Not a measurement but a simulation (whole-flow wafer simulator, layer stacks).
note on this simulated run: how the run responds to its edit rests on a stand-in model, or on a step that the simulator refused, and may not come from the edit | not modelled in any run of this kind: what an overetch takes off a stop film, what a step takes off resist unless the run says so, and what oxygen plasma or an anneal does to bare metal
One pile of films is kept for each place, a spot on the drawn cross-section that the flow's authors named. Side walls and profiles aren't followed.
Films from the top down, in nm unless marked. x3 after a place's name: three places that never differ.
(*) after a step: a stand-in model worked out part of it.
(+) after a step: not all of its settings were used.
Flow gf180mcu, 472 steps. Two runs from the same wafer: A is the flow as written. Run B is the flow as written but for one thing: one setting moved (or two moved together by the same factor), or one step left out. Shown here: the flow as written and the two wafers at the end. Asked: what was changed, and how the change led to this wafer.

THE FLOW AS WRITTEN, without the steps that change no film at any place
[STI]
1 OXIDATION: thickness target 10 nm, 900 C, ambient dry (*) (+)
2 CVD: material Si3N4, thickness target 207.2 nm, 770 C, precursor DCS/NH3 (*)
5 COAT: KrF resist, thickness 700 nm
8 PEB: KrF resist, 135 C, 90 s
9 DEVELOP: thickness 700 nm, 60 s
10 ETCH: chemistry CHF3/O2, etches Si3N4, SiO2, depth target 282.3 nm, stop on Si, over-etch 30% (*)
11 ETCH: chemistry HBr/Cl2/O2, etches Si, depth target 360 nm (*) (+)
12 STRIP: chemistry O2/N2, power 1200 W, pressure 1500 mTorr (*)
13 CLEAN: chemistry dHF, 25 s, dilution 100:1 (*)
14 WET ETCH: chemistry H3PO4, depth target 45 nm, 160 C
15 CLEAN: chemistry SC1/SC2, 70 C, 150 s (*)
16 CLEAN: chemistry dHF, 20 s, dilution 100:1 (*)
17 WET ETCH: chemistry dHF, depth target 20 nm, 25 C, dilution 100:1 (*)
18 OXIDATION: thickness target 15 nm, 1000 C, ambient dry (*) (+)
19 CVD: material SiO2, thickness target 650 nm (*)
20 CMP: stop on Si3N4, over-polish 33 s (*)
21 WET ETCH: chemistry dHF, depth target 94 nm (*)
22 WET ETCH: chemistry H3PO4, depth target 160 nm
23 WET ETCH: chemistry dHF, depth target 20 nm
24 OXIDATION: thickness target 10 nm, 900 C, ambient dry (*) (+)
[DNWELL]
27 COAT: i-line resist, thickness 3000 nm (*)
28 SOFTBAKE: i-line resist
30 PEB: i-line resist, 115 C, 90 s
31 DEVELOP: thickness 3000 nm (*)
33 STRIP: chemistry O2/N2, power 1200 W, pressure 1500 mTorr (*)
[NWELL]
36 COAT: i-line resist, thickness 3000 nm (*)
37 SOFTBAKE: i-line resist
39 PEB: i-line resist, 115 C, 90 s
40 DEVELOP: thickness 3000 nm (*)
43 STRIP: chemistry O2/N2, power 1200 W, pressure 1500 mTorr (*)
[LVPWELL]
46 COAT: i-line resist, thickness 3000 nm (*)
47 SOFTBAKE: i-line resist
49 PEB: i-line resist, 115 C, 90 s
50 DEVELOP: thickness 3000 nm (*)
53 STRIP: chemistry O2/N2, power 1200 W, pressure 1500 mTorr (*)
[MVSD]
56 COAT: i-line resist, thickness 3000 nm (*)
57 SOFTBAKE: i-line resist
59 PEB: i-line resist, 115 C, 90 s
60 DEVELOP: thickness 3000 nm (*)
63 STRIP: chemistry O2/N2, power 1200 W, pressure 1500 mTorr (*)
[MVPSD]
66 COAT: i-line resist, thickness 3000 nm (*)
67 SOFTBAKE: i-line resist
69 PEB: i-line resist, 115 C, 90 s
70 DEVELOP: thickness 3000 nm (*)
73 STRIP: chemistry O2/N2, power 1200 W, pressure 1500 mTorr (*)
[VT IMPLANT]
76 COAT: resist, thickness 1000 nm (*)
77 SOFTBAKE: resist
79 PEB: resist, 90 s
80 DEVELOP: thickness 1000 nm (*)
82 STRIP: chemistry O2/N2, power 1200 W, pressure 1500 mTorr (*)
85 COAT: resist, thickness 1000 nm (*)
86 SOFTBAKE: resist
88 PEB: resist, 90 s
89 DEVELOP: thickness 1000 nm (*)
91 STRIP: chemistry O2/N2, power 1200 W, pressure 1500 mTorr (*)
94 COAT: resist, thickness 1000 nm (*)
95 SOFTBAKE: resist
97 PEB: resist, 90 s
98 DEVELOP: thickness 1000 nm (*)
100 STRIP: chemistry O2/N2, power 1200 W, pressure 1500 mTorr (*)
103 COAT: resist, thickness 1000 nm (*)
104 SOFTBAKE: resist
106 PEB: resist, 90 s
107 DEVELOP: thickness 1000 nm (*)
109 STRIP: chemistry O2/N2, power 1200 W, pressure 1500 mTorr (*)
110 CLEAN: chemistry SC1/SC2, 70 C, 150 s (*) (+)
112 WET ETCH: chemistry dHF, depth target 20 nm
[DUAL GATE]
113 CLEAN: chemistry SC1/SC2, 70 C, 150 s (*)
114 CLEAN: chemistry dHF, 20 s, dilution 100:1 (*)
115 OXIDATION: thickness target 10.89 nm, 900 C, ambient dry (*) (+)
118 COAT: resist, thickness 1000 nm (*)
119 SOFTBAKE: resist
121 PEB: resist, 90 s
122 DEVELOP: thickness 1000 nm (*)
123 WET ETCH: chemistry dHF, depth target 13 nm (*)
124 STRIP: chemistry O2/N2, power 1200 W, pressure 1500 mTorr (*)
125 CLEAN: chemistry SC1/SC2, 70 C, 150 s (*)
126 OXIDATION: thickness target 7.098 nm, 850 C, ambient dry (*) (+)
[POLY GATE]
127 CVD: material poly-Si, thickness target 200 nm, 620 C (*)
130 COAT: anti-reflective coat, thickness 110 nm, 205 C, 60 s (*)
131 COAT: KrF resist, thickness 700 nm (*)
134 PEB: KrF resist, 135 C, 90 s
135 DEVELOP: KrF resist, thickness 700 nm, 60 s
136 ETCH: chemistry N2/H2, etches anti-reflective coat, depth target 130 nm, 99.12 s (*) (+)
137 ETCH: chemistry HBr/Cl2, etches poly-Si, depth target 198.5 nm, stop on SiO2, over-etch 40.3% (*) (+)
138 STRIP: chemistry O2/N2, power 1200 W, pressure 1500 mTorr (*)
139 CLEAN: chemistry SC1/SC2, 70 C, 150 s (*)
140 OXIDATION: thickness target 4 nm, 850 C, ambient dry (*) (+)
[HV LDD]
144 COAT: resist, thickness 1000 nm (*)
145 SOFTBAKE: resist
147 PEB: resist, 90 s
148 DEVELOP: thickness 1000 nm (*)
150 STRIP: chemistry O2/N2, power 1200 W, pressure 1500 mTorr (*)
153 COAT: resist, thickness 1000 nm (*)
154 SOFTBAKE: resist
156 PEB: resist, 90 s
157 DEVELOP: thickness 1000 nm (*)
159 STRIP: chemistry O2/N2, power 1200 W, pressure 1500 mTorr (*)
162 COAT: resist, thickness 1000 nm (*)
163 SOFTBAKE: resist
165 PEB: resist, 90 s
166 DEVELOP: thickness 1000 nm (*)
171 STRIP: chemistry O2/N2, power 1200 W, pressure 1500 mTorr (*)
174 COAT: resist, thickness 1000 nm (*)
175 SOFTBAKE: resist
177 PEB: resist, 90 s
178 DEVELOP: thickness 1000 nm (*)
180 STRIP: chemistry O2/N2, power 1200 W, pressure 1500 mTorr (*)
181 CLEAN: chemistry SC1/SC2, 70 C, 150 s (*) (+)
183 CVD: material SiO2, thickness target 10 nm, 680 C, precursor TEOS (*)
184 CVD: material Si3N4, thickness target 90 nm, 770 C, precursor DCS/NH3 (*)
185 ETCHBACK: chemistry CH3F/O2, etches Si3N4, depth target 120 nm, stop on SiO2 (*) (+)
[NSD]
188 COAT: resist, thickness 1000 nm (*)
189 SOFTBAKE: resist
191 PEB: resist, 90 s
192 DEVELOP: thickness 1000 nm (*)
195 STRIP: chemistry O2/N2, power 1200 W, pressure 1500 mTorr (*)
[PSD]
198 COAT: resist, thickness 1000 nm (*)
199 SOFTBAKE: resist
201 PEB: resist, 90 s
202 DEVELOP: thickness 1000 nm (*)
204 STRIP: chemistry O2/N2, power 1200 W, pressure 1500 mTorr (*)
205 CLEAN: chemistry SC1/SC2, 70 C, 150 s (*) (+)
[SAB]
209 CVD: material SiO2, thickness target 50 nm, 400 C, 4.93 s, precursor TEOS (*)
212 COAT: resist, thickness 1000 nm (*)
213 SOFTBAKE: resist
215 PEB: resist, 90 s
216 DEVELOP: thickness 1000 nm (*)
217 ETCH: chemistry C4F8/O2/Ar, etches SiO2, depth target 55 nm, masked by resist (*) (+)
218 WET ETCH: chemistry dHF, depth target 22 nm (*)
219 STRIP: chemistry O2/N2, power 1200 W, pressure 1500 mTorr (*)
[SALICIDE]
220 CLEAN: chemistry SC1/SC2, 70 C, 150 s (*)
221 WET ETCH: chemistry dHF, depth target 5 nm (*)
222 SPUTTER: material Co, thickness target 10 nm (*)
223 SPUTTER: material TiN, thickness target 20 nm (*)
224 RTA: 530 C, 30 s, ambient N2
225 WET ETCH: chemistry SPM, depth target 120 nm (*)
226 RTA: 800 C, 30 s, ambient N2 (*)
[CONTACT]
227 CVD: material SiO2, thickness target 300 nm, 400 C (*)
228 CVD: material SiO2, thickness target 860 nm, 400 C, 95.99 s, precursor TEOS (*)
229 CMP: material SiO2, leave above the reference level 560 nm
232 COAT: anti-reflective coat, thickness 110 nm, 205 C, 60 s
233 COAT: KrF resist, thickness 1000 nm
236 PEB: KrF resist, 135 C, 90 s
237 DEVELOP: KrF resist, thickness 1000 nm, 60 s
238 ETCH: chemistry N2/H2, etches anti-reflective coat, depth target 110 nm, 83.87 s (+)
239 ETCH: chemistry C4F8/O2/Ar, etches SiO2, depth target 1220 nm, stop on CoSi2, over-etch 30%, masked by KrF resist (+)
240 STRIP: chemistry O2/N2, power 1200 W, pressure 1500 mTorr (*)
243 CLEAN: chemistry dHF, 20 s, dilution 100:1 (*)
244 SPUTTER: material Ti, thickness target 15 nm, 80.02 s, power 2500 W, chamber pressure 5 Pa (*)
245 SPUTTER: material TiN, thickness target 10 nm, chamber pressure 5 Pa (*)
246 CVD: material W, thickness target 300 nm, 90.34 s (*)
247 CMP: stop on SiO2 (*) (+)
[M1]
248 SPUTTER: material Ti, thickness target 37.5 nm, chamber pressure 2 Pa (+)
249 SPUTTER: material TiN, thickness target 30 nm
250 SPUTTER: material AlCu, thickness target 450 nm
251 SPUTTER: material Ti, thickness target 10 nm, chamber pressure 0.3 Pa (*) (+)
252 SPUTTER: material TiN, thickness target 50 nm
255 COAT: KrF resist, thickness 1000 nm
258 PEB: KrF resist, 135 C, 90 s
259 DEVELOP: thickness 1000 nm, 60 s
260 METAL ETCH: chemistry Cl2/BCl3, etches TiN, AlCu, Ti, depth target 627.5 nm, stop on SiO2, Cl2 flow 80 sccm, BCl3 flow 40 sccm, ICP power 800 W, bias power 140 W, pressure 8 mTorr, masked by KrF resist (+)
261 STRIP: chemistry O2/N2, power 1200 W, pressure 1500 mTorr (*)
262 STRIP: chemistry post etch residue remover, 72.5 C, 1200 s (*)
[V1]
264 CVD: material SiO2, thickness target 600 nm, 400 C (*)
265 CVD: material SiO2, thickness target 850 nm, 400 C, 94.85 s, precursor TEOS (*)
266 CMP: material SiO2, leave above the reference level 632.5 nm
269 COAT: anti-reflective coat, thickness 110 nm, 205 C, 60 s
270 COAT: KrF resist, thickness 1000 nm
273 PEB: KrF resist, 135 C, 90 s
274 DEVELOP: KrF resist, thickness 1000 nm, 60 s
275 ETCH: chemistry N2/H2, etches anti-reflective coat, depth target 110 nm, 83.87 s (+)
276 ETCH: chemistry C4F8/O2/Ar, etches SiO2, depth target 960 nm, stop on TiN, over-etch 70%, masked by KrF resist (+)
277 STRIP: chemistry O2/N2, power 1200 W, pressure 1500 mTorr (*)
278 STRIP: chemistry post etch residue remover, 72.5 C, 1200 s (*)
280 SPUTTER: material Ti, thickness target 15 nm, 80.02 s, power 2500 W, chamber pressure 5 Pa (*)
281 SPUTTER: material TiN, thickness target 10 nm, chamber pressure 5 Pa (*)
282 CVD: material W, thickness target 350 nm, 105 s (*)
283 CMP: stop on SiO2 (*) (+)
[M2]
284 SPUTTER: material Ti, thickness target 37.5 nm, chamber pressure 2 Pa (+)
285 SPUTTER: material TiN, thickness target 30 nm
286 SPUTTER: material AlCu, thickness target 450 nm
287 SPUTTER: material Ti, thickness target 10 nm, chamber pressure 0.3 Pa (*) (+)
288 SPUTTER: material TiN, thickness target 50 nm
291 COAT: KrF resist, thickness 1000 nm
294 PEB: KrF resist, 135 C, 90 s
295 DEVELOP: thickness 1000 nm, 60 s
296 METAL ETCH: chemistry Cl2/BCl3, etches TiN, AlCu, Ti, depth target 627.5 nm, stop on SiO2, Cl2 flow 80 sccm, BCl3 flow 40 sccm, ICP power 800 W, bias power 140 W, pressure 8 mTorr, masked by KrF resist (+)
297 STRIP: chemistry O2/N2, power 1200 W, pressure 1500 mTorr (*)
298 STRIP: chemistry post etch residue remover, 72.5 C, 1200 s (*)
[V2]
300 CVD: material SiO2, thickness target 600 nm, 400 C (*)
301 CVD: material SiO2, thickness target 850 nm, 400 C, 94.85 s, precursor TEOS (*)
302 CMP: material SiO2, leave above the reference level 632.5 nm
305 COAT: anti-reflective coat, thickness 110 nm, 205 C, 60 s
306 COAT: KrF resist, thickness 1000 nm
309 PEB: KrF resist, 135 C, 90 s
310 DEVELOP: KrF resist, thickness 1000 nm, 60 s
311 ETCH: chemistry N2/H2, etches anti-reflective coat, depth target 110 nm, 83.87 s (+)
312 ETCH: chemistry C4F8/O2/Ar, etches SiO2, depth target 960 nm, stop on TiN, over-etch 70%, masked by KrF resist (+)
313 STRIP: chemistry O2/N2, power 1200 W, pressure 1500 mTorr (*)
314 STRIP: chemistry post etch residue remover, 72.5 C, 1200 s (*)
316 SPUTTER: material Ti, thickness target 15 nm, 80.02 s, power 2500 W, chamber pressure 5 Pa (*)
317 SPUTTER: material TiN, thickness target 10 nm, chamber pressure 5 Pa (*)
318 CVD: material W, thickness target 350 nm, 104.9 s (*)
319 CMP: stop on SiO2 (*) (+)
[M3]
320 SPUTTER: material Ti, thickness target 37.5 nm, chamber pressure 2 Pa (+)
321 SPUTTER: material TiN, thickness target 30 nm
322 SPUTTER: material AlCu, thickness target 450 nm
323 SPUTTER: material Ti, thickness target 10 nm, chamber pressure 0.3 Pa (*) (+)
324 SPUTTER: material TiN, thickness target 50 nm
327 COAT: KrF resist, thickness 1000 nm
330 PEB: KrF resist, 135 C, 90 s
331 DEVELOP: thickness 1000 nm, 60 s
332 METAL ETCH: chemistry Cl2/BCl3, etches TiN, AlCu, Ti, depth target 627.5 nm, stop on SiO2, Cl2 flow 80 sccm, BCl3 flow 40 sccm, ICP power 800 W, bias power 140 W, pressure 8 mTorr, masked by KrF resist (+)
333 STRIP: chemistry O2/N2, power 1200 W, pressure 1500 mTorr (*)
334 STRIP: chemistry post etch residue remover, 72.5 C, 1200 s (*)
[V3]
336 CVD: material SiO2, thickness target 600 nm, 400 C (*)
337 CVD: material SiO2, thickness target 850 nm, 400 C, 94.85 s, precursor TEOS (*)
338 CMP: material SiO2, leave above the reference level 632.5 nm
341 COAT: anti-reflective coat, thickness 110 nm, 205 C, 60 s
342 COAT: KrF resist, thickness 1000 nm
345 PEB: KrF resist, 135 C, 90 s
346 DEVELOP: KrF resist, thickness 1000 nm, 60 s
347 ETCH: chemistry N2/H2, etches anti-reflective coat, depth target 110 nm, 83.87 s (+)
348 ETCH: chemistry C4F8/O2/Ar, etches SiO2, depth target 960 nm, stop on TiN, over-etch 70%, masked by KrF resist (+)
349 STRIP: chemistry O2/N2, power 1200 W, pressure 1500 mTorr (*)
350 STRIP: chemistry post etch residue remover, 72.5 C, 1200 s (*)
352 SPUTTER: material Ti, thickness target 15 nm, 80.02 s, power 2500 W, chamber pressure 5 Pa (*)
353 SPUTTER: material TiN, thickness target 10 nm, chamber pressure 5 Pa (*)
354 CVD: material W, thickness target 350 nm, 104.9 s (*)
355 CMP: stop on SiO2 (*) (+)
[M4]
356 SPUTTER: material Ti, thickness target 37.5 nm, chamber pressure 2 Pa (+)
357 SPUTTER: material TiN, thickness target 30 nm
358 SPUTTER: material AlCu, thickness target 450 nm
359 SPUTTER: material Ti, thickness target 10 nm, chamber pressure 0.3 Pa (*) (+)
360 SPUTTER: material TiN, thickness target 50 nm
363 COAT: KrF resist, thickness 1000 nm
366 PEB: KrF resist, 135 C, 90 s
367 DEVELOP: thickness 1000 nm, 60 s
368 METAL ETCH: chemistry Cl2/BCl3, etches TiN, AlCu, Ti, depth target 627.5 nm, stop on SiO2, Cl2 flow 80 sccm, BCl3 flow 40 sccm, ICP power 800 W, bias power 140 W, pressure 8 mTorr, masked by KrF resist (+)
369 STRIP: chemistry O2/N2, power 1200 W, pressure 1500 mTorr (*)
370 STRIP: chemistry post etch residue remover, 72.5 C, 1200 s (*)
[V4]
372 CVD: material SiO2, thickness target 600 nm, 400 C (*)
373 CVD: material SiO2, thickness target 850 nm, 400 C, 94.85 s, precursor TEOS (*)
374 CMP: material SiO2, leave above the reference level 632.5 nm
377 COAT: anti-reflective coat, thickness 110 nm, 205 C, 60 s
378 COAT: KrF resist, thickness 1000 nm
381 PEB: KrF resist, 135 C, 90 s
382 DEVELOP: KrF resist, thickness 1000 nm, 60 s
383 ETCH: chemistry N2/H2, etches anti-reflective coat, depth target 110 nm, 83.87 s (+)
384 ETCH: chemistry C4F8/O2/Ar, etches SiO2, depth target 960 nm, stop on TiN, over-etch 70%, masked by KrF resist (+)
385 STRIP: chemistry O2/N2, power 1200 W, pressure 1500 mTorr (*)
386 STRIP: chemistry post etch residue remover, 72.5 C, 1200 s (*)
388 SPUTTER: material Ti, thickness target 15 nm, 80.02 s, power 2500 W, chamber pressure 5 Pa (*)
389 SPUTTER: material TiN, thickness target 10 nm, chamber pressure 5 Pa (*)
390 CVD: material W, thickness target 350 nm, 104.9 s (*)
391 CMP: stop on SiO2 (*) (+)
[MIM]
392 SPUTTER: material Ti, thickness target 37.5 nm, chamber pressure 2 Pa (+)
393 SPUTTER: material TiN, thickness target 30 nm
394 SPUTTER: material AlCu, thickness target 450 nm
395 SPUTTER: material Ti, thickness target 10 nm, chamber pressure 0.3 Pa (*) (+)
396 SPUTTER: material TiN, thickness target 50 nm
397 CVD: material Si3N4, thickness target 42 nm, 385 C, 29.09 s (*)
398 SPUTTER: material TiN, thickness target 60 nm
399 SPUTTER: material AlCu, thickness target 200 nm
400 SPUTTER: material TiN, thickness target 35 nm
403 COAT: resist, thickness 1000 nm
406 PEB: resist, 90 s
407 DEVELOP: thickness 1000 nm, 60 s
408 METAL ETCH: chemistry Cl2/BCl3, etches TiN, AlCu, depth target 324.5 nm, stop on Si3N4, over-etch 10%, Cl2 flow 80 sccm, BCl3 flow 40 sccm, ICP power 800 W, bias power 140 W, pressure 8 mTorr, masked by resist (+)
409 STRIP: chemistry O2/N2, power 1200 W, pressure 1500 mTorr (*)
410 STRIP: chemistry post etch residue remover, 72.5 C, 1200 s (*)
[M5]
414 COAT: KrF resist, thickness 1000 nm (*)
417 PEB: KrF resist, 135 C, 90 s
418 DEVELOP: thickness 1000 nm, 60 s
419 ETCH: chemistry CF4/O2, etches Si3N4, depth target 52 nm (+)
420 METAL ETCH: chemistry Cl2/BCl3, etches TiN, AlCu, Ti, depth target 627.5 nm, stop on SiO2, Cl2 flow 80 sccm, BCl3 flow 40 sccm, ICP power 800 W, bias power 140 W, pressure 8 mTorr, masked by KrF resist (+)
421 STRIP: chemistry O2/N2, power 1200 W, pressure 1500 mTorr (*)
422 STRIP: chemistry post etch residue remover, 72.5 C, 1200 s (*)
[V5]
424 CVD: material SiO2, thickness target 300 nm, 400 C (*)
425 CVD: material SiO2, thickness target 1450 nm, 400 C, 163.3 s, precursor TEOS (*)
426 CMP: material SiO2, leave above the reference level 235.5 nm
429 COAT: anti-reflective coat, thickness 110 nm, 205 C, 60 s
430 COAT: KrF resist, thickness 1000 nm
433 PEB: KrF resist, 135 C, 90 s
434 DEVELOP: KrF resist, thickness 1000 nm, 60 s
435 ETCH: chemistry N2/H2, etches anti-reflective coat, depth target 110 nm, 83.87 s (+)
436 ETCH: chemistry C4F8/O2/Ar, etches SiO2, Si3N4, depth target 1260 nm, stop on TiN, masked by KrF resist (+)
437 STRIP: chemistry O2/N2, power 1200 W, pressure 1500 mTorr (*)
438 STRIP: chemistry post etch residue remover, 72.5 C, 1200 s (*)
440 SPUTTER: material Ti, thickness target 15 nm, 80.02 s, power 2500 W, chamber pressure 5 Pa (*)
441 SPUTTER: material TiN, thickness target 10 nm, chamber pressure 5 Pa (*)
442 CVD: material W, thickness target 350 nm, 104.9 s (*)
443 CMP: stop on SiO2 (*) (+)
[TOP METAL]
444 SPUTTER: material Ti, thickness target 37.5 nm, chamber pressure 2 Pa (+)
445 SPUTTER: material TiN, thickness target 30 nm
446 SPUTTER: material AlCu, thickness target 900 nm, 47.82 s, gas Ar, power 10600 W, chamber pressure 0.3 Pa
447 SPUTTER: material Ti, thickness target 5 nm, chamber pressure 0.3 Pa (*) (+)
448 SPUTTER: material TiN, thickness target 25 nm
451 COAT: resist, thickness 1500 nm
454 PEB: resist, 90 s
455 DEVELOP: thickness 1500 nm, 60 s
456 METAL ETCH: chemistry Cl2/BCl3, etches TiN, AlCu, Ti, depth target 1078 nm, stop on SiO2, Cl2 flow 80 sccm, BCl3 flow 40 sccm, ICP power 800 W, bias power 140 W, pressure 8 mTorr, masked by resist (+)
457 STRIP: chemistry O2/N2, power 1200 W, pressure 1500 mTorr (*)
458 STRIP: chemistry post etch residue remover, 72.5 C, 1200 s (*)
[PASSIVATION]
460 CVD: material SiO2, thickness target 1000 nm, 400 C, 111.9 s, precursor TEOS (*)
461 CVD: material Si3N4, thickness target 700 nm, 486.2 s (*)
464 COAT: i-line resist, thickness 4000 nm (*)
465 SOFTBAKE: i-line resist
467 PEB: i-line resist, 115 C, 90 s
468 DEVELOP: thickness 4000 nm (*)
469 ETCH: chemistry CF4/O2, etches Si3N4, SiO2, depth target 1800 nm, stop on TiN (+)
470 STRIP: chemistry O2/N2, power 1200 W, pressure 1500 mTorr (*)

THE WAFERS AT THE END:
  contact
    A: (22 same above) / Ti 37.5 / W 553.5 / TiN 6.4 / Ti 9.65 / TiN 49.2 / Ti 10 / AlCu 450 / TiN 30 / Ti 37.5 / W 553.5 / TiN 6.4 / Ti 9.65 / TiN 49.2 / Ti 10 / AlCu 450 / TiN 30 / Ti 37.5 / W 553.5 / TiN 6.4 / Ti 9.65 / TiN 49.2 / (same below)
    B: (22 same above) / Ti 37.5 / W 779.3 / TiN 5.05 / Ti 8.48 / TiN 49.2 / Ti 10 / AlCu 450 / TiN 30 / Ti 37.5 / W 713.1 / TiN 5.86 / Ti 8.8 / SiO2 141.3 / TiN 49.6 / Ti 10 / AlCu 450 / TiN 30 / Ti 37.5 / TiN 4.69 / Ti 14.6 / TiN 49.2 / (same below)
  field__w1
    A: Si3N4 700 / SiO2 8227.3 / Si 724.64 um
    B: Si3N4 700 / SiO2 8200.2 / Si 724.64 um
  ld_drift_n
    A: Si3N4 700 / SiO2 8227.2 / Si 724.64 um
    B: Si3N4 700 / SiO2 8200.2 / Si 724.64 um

The cause: step 265, CVD: material SiO2, thickness target 850 nm, 400 C, 94.85 s, precursor TEOS (*), was left out.

How the change led to this, step by step:
  266 CMP: material SiO2, leave above the reference level 632.5 nm
      field, field__w1, field__w2 and 99 more: A SiO2 -300 | B nothing
      field__w8, contact, m1 and 6 more: A SiO2 -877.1 | B SiO2 -27.1
  269 COAT: anti-reflective coat, thickness 110 nm, 205 C, 60 s
      p_well, sti, spacer, sd_n, mim_1p0, pad, dice_street: A anti-reflective coat +110 (new film) | B anti-reflective coat +113.1 (new film)
      field: A anti-reflective coat +110 (new film) | B anti-reflective coat +412.3 (new film)
      (and at 34 more places)
  270 COAT: KrF resist, thickness 1000 nm
      field: A KrF resist +1000 (new film) | B KrF resist +858.1 (new film)
      field__w5: A KrF resist +1000 (new film) | B KrF resist +1032.7 (new film)
      (and at 27 more places)
  273 PEB: KrF resist, 135 C, 90 s
      field: A KrF resist -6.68 | B KrF resist -5.04
      field__w8: A KrF resist -6.68 | B KrF resist -5.02
      (and at 16 more places)
  274 DEVELOP: KrF resist, thickness 1000 nm, 60 s
      contact: A KrF resist -993.3 (all of it) | B KrF resist -681.3 (all of it)
  275 ETCH: chemistry N2/H2, etches anti-reflective coat, depth target 110 nm, 83.87 s (+)
      contact: A anti-reflective coat -110 (all of it), SiO2 -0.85 | B anti-reflective coat -20.2 (all of it), SiO2 -3.15
  277 STRIP: chemistry O2/N2, power 1200 W, pressure 1500 mTorr (*)
      p_well, sti, spacer, sd_n, mim_1p0, pad, dice_street: A KrF resist -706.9 (all of it), anti-reflective coat -110 (all of it) | B KrF resist -707.4 (all of it), anti-reflective coat -113.1 (all of it)
      field: A KrF resist -706.9 (all of it), anti-reflective coat -110 (all of it) | B KrF resist -566.7 (all of it), anti-reflective coat -412.3 (all of it)
      (and at 37 more places)
  280 SPUTTER: material Ti, thickness target 15 nm, 80.02 s, power 2500 W, chamber pressure 5 Pa (*)
      contact: A Ti +9.65 (new film) | B Ti +14.6 (new film)
  281 SPUTTER: material TiN, thickness target 10 nm, chamber pressure 5 Pa (*)
      contact: A TiN +6.4 (new film) | B TiN +9.75 (new film)
  282 CVD: material W, thickness target 350 nm, 105 s (*)
      contact: A W +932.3 (new film) | B W +352.9 (new film)
  283 CMP: stop on SiO2 (*) (+)
      contact: A W -378.8 | B W -352.9 (all of it), TiN -5.06
      field__w8, m1, m1__w1, polyc_n, polyc_n_rim, polyc_p, polyc_p_rim, m1_nw: A W -350 (all of it), TiN -10 (all of it), Ti -15 (all of it), SiO2 -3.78 | B W -350 (all of it), TiN -10 (all of it), Ti -15 (all of it), SiO2 -22.7
  287 SPUTTER: material Ti, thickness target 10 nm, chamber pressure 0.3 Pa (*) (+)
      field__w5: A Ti +10 (new film) | B Ti +9.25 (new film)
  291 COAT: KrF resist, thickness 1000 nm
      field: A KrF resist +1000 (new film) | B KrF resist +1154.4 (new film)
      field__w8: A KrF resist +1000 (new film) | B KrF resist +618.2 (new film)
      (and at 13 more places)
  294 PEB: KrF resist, 135 C, 90 s
      field: A KrF resist -6.68 | B KrF resist -8.45
      field__w8: A KrF resist -6.68 | B KrF resist -3.08
      (and at 11 more places)
  295 DEVELOP: thickness 1000 nm, 60 s
      field: A KrF resist -993.3 (all of it) | B KrF resist -1145.9 (all of it)
      n_well: A KrF resist -993.3 (all of it) | B KrF resist -1109.3 (all of it)
      (and at 8 more places)
  296 METAL ETCH: chemistry Cl2/BCl3, etches TiN, AlCu, Ti, depth target 627.5 nm, stop on SiO2, Cl2 flow 80 sccm, BCl3 flow 40 sccm, ICP power 800 W, bias power 140 W, pressure 8 mTorr, masked by KrF resist (+)
      field__w5: A TiN -50 (all of it), Ti -10 (all of it), AlCu -450 (all of it), TiN -30 (all of it), Ti -37.5 (all of it) | B TiN -49.4 (all of it), Ti -9.25 (all of it), AlCu -445.4 (all of it), TiN -29.6 (all of it), Ti -37.5 (all of it)
  ... 21 more steps ...
  354 CVD: material W, thickness target 350 nm, 104.9 s (*)
      contact: A W +932.3 (new film) | B W +1158.1 (new film)
Counting metal films that touch as one body, contact has 2 bodies (between them, from the top down: SiO2 141.3); the flow as written gives 1 body.
